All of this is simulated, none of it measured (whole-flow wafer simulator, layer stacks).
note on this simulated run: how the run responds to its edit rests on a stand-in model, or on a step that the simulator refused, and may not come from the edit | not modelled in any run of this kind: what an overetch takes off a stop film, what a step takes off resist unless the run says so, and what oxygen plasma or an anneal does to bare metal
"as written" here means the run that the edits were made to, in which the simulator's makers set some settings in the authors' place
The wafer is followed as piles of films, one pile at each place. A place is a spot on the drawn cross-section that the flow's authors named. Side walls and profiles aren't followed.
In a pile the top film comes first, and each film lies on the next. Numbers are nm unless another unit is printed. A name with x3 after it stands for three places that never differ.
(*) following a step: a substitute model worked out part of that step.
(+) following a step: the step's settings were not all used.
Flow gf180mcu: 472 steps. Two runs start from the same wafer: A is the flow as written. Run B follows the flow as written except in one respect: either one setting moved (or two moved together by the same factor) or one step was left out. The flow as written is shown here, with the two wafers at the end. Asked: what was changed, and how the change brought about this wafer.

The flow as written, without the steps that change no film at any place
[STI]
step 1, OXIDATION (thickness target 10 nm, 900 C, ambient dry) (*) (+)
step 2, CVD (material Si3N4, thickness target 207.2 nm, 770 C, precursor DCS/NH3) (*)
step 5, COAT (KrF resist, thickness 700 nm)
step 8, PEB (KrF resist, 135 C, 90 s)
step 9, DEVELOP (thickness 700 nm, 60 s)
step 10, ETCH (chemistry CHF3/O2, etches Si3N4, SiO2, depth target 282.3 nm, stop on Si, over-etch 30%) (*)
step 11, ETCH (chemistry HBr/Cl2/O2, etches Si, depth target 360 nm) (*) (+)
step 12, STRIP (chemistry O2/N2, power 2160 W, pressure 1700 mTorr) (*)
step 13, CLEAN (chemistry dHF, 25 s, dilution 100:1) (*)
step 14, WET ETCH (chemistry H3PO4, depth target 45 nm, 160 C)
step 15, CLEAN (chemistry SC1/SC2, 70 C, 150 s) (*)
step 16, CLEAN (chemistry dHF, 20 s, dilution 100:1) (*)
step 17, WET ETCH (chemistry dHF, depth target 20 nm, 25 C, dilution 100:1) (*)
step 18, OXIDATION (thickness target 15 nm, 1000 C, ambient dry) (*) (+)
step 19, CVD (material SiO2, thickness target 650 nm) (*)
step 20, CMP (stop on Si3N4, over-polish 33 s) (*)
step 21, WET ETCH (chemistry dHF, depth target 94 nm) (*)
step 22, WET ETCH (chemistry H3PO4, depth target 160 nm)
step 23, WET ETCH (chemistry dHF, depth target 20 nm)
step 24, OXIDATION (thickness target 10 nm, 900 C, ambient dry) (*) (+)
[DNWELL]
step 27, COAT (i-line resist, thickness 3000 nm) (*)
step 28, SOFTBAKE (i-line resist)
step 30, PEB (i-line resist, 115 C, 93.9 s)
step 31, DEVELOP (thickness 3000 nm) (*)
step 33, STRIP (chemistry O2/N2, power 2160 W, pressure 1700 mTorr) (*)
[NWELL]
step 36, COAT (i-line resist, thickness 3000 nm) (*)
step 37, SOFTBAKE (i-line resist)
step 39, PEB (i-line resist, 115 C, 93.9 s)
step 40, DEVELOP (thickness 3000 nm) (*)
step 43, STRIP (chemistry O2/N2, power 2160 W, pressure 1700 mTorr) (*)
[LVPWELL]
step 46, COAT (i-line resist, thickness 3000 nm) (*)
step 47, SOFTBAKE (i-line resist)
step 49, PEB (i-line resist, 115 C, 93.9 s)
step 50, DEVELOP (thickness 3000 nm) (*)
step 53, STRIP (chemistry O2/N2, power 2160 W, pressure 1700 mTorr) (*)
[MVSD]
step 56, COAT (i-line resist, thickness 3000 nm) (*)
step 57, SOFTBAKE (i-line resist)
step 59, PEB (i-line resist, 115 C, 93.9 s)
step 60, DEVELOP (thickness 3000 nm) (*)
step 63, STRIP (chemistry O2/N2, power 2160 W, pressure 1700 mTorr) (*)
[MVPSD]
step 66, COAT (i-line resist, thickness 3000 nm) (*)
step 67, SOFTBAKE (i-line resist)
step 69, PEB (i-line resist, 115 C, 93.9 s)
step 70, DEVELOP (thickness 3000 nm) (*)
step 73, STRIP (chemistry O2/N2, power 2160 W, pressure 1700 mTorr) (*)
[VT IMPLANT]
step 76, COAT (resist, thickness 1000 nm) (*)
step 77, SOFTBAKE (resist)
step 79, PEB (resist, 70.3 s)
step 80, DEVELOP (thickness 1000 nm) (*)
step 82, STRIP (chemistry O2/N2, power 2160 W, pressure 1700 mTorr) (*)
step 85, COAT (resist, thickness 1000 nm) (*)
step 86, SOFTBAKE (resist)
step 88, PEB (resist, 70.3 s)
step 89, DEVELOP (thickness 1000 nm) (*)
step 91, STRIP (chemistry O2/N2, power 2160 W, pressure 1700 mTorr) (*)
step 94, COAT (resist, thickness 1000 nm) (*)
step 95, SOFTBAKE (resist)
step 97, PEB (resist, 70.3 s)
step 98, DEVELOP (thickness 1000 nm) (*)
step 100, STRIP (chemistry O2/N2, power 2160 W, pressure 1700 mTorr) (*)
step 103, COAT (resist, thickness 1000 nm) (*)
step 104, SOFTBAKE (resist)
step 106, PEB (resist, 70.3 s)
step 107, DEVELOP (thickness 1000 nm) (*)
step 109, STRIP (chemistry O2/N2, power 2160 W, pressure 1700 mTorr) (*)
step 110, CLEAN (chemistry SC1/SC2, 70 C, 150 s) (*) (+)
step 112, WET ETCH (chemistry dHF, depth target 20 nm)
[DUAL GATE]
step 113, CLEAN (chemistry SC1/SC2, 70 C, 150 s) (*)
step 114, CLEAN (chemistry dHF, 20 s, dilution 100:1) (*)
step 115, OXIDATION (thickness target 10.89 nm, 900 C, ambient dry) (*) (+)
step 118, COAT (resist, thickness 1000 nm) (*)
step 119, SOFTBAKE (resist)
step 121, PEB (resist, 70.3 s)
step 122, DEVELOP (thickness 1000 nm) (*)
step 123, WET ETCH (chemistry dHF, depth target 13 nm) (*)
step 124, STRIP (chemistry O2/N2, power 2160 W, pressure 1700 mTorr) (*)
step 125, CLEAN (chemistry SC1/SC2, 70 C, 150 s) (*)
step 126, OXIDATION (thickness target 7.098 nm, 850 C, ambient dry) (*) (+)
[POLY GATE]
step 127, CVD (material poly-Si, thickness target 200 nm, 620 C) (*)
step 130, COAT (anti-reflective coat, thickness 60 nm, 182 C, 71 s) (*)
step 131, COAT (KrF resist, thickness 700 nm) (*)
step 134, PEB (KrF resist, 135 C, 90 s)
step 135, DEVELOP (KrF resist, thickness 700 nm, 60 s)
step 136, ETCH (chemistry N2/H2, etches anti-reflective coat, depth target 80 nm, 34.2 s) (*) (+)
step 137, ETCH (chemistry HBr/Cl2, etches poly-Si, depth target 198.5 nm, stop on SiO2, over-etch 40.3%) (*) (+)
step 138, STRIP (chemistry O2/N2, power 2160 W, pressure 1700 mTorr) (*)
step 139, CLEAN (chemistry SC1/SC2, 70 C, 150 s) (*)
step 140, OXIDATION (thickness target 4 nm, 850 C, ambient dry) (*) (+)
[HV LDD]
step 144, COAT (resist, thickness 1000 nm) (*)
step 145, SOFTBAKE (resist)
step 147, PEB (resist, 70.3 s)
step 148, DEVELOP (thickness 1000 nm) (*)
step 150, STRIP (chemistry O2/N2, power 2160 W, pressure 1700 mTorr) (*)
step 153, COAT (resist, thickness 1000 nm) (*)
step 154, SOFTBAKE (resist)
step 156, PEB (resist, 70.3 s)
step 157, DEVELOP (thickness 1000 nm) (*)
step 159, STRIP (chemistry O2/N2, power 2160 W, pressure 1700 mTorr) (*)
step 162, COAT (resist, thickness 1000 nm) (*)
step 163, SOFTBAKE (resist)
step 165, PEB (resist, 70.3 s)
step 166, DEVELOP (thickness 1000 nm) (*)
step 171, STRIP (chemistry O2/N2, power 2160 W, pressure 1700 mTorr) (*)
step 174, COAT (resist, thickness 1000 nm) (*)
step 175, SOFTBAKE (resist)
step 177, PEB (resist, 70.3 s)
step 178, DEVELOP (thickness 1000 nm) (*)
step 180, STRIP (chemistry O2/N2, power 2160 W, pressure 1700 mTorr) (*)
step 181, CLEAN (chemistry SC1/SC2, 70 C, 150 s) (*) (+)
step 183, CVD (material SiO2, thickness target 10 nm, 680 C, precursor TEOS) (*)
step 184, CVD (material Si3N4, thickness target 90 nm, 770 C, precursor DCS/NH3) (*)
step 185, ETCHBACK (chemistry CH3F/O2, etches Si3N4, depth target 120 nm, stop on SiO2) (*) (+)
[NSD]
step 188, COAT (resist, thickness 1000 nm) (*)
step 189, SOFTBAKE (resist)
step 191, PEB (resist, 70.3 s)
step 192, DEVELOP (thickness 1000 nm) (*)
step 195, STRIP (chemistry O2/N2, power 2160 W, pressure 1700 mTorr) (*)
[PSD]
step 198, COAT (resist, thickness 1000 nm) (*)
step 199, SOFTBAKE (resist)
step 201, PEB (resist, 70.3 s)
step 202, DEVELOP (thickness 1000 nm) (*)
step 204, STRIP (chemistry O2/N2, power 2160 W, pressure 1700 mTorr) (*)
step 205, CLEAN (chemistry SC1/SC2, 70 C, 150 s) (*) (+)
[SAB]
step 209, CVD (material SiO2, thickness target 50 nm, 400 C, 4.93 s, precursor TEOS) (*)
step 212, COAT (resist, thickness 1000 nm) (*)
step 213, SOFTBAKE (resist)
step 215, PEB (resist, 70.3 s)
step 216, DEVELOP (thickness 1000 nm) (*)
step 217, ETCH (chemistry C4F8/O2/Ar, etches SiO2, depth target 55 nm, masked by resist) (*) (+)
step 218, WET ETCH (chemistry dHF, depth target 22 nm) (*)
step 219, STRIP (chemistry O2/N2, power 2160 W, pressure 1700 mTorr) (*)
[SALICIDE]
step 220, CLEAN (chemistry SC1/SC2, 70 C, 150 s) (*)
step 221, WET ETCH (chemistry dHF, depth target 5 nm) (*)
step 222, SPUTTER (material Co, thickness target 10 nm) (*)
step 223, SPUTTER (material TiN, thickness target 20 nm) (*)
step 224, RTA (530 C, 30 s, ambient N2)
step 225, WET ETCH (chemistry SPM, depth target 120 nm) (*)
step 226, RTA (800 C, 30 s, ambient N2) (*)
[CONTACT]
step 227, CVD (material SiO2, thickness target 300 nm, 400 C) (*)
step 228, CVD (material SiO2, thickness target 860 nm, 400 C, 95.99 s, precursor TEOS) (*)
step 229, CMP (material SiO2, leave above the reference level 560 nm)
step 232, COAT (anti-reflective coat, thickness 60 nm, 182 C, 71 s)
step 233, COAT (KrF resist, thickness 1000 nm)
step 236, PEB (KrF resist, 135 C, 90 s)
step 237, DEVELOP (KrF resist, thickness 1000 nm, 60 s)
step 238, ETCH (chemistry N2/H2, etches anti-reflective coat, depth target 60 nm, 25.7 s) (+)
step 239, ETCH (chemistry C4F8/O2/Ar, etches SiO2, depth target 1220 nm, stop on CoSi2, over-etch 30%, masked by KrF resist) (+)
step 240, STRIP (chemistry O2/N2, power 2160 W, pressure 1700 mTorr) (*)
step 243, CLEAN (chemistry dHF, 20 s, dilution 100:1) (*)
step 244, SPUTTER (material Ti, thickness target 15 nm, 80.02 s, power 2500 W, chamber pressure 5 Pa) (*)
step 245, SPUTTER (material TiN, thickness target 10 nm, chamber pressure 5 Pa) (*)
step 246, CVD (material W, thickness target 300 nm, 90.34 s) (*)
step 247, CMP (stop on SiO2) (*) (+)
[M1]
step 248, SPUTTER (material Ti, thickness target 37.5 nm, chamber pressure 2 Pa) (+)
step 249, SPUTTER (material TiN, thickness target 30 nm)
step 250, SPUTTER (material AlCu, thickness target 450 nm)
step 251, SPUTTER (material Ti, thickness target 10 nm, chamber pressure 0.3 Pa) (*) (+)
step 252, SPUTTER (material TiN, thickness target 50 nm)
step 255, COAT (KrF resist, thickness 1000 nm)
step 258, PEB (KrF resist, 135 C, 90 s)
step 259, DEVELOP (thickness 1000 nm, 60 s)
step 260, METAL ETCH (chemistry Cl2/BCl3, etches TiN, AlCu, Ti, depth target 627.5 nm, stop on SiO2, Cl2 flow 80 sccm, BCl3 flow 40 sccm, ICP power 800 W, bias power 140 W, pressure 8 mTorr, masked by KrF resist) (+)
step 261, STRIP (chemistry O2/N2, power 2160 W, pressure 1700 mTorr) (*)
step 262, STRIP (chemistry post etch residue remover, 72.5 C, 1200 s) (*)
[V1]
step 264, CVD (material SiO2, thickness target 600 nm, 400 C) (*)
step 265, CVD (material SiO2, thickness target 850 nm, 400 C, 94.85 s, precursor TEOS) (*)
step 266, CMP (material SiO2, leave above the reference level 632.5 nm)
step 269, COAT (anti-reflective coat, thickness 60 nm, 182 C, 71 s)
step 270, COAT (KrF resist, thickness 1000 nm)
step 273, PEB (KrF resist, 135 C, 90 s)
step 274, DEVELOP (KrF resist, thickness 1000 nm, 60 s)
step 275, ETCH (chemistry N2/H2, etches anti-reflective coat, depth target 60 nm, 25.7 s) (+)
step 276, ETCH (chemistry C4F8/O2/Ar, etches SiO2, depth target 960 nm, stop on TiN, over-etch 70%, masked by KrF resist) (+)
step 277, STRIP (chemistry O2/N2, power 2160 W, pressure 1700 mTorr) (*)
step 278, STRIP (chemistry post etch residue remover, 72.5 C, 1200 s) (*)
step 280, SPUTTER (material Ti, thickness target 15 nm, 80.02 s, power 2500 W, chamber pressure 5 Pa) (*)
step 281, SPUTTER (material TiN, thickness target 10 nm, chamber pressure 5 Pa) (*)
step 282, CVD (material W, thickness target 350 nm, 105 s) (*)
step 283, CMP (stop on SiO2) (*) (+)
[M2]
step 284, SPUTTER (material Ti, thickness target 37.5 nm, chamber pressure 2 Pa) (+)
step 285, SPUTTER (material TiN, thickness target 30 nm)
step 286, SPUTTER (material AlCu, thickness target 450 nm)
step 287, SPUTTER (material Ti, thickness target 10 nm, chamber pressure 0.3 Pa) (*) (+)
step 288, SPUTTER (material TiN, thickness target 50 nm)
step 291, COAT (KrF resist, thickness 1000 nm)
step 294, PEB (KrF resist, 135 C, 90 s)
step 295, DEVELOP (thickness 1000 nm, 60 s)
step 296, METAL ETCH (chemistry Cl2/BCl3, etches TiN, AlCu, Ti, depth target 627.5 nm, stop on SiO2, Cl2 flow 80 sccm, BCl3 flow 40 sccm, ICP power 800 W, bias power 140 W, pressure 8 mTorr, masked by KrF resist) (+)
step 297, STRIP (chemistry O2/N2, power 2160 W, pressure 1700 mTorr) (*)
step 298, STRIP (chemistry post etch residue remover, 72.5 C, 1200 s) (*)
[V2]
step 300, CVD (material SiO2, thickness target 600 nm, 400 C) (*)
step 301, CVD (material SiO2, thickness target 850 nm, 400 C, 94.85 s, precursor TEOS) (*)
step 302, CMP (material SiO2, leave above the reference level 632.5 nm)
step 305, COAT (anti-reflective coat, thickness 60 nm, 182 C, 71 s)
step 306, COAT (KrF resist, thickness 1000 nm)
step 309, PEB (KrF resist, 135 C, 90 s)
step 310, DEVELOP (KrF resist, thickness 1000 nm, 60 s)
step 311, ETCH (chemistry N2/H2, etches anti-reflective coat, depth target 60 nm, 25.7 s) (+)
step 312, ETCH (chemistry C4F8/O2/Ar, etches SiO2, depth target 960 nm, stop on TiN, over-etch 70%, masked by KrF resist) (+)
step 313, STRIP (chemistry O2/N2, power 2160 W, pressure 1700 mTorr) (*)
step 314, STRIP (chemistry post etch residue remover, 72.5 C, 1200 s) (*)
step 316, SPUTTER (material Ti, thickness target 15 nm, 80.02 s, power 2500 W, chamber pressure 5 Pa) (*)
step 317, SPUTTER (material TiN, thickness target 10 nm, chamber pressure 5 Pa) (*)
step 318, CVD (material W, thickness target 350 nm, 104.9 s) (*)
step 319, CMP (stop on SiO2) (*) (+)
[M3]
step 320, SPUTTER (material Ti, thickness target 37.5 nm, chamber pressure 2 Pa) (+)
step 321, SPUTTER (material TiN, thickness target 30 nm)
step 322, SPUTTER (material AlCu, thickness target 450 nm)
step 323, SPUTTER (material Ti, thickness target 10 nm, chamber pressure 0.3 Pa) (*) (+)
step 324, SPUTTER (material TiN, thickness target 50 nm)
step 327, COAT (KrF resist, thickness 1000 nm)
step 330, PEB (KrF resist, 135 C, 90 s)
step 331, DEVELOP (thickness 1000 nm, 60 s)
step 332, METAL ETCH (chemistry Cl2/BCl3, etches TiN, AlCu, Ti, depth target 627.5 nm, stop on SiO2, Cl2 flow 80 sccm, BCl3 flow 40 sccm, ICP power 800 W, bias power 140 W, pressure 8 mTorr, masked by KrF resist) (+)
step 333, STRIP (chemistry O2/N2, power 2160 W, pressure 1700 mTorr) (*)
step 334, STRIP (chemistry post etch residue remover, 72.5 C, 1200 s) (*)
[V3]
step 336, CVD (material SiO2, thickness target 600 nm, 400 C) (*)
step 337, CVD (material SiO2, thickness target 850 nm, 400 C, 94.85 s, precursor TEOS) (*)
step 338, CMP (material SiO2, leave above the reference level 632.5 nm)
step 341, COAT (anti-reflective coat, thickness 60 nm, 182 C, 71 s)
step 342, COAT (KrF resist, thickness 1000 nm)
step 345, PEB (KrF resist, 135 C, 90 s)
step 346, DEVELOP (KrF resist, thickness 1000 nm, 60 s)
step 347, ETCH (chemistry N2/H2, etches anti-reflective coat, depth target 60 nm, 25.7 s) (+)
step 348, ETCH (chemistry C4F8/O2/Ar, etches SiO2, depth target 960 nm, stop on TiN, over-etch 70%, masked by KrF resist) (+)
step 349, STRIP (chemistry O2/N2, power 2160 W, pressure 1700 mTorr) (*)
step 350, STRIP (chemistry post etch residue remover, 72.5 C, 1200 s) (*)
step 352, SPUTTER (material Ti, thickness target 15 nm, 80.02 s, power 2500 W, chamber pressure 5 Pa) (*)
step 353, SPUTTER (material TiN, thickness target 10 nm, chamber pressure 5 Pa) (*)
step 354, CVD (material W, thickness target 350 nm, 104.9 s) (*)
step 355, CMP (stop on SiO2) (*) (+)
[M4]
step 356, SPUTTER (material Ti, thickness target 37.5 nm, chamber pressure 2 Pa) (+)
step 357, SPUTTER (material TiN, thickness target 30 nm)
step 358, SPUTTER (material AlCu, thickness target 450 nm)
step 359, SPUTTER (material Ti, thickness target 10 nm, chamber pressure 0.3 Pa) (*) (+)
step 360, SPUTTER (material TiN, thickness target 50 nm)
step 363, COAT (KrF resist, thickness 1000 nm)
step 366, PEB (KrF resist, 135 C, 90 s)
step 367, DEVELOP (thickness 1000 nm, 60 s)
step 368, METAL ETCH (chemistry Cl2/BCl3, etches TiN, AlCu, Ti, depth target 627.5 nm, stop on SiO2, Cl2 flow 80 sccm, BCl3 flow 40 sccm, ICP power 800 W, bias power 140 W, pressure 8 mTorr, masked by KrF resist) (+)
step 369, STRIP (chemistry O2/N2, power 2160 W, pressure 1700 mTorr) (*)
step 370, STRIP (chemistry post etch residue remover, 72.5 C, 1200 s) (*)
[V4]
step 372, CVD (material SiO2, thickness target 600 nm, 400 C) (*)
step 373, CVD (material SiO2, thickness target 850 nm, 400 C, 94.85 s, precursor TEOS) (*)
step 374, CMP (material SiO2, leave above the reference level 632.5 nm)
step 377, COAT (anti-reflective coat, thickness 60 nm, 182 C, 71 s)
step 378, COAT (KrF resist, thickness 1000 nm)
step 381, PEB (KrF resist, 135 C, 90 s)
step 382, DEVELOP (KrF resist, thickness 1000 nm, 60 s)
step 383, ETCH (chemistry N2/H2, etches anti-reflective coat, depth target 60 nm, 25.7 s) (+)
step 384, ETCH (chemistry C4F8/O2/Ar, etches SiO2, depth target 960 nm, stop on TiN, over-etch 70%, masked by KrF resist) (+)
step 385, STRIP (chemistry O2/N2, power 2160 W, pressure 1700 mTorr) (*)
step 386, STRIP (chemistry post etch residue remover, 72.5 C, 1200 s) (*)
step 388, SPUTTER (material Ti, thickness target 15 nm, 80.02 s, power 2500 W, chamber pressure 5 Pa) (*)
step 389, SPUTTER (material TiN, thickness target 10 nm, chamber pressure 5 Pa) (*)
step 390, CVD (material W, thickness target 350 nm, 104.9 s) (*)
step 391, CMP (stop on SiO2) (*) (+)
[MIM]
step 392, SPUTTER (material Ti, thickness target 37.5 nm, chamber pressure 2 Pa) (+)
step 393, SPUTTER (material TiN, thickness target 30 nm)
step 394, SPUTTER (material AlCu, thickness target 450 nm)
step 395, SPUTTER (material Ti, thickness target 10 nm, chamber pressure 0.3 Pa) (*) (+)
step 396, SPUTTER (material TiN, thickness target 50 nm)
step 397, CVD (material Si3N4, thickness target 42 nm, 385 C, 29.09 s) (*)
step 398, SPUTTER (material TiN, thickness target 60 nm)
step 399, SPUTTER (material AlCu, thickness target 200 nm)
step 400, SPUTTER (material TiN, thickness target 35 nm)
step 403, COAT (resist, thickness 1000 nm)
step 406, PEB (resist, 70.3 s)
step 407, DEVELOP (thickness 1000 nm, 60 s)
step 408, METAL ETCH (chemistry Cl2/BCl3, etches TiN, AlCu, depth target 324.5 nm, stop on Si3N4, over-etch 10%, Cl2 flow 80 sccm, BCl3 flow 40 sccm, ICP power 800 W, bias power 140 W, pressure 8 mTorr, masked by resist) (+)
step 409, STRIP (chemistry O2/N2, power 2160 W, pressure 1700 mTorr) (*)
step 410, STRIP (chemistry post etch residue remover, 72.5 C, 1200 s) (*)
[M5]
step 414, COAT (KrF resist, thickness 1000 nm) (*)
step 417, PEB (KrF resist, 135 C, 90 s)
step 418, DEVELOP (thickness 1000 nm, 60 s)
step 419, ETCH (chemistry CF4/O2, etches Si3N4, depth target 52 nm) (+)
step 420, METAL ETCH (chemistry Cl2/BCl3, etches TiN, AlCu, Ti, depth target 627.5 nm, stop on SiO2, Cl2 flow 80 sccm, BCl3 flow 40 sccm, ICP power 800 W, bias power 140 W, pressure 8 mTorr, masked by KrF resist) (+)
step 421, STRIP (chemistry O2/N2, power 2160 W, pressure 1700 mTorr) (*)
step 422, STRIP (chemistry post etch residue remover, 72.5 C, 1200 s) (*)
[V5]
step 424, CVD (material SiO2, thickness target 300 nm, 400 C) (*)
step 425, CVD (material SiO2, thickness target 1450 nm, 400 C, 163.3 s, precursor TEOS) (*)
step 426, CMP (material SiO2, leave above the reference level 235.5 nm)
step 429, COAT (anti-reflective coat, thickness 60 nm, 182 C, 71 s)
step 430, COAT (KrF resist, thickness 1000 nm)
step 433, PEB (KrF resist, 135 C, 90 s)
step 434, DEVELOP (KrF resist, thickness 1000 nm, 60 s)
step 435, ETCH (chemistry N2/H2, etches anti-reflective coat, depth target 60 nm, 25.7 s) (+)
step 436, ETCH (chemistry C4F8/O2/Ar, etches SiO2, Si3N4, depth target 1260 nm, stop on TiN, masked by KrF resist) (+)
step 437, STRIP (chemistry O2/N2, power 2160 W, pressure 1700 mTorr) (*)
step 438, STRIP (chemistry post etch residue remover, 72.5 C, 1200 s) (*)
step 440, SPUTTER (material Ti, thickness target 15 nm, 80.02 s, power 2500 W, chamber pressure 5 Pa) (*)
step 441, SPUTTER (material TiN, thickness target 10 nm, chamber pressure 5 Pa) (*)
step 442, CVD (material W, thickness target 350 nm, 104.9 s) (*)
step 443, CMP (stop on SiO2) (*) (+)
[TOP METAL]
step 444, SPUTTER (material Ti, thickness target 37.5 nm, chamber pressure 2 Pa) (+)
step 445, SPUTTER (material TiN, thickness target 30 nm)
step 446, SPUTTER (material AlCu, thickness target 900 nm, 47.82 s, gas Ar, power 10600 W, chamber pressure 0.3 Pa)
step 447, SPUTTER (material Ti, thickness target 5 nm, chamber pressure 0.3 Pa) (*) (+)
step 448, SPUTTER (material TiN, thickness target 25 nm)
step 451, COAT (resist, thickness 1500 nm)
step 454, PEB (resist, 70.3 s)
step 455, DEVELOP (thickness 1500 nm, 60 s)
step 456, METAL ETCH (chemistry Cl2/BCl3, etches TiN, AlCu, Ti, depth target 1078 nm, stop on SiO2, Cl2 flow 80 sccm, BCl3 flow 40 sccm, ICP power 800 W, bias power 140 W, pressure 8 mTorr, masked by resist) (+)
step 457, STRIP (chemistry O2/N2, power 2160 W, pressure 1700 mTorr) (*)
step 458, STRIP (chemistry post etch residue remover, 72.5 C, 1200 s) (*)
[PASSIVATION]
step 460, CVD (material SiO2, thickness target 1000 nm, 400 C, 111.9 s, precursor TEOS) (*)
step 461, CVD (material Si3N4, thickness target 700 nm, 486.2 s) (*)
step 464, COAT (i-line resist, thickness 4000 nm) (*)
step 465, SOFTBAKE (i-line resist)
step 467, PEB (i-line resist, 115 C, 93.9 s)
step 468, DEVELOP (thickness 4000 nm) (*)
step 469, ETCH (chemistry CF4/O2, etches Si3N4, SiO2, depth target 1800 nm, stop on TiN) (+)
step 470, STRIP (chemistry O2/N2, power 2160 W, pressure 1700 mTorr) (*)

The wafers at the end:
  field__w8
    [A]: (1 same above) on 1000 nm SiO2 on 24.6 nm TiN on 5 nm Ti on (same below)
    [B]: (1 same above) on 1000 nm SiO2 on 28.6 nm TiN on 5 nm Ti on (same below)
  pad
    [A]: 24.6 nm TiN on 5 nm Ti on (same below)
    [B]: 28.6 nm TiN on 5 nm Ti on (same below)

Cause: step 448, SPUTTER: thickness target 29 nm was run, while the flow as written has thickness target 25 nm.

Step by step, how the change led to this:
  step 448, SPUTTER (material TiN, thickness target 25 nm)
      field, field__w1, field__w2 and 109 more: A +25 TiN (new film) | B +29 TiN (new film)
  step 456, METAL ETCH (chemistry Cl2/BCl3, etches TiN, AlCu, Ti, depth target 1078 nm, stop on SiO2, Cl2 flow 80 sccm, BCl3 flow 40 sccm, ICP power 800 W, bias power 140 W, pressure 8 mTorr, masked by resist) (+)
      field, field__w1, field__w2 and 103 more: A -25 TiN (all of it), -5 Ti (all of it), -900 AlCu (all of it), -30 TiN (all of it), -37.5 Ti (all of it) | B -29 TiN (all of it), -5 Ti (all of it), -900 AlCu (all of it), -30 TiN (all of it), -37.5 Ti (all of it)
  step 465, SOFTBAKE (i-line resist)
      gate: A +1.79 i-line resist | B -0.34 i-line resist
      ld_acc_p, ld_fp_p: A +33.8 i-line resist | B +27 i-line resist
      (as well as at 58 more places)
